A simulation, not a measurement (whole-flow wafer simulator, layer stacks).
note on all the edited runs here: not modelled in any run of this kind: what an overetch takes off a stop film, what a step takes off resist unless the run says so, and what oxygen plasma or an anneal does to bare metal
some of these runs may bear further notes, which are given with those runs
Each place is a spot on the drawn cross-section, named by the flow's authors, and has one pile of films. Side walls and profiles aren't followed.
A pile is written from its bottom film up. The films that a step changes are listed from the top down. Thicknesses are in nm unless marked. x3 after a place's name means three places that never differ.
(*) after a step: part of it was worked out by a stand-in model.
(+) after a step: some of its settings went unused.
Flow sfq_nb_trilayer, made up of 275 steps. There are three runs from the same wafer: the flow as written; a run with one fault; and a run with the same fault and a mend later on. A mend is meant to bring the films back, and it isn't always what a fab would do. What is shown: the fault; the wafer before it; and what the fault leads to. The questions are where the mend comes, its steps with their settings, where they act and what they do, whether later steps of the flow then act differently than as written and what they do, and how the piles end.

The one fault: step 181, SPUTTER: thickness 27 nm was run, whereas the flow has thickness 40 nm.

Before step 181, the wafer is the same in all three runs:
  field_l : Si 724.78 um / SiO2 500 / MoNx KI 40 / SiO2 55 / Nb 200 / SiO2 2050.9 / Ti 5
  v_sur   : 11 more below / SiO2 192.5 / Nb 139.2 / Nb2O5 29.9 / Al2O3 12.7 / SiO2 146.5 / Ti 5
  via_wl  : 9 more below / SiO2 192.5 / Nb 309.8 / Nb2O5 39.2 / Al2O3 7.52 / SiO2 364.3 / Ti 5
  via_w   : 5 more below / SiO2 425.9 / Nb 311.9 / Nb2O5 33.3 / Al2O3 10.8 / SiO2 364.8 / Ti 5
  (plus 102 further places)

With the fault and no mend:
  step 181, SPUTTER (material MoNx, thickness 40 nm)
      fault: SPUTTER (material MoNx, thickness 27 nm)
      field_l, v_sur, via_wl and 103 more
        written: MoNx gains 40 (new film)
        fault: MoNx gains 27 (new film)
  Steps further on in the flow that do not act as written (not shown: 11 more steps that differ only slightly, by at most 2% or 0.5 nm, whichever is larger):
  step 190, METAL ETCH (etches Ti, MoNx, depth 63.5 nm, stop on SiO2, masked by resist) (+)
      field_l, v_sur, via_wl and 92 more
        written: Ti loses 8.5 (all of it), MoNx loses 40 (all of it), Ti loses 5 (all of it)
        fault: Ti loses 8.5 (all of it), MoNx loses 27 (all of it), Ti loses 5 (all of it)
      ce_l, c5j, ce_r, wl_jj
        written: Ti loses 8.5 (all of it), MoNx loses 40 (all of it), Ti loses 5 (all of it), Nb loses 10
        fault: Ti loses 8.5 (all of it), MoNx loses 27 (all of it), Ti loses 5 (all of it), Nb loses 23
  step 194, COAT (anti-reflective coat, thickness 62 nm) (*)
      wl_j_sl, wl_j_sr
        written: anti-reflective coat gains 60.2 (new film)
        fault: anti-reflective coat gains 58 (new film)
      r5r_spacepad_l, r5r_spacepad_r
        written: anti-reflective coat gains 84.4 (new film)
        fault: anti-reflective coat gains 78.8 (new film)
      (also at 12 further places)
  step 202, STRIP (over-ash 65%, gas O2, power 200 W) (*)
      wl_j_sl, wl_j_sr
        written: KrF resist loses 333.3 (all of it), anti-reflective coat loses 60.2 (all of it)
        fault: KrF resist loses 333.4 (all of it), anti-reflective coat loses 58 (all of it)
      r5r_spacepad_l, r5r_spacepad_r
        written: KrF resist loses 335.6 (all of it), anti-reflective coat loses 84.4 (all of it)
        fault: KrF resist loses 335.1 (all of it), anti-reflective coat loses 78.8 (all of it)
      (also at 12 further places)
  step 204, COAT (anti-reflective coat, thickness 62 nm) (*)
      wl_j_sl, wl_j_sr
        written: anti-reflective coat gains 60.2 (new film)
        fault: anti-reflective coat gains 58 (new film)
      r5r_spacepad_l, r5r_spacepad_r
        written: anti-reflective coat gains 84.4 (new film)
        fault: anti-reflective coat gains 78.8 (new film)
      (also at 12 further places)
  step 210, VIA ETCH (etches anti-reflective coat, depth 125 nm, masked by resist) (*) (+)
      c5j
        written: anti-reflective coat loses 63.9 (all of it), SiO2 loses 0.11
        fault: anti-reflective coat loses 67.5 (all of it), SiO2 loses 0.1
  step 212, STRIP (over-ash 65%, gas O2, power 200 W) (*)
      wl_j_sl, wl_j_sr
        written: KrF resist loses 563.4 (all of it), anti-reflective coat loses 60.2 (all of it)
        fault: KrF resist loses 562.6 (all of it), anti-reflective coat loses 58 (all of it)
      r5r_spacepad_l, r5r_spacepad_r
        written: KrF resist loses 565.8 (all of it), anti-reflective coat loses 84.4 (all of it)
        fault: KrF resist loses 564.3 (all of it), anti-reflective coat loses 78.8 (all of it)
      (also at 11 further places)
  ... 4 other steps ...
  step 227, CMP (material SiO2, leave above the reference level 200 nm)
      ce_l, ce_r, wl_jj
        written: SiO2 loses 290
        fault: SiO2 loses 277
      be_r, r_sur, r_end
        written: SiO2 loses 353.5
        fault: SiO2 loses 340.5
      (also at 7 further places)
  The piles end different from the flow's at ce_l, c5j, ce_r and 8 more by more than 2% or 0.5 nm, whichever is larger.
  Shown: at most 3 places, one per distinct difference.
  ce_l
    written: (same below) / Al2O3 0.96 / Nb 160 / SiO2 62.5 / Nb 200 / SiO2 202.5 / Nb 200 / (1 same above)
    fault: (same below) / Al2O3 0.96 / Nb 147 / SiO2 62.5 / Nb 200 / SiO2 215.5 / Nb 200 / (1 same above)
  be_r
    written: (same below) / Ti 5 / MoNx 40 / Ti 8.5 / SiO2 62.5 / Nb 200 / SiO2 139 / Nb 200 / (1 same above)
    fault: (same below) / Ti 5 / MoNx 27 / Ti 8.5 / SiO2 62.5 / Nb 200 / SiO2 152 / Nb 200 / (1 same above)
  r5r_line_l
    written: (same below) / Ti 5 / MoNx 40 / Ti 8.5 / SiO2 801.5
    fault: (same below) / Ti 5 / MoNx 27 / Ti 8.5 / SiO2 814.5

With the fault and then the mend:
  After step 181 comes the mend.
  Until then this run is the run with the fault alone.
  step 181a, SPUTTER (material MoNx, thickness 13 nm) (a further turn of the flow's step 181, with different settings)
      field_l, v_sur, via_wl and 103 more
        MoNx gains 13
  Every later step of the flow that is run acts as written at every place that is followed.
  At every place that both follow, the piles at the end match the flow's.
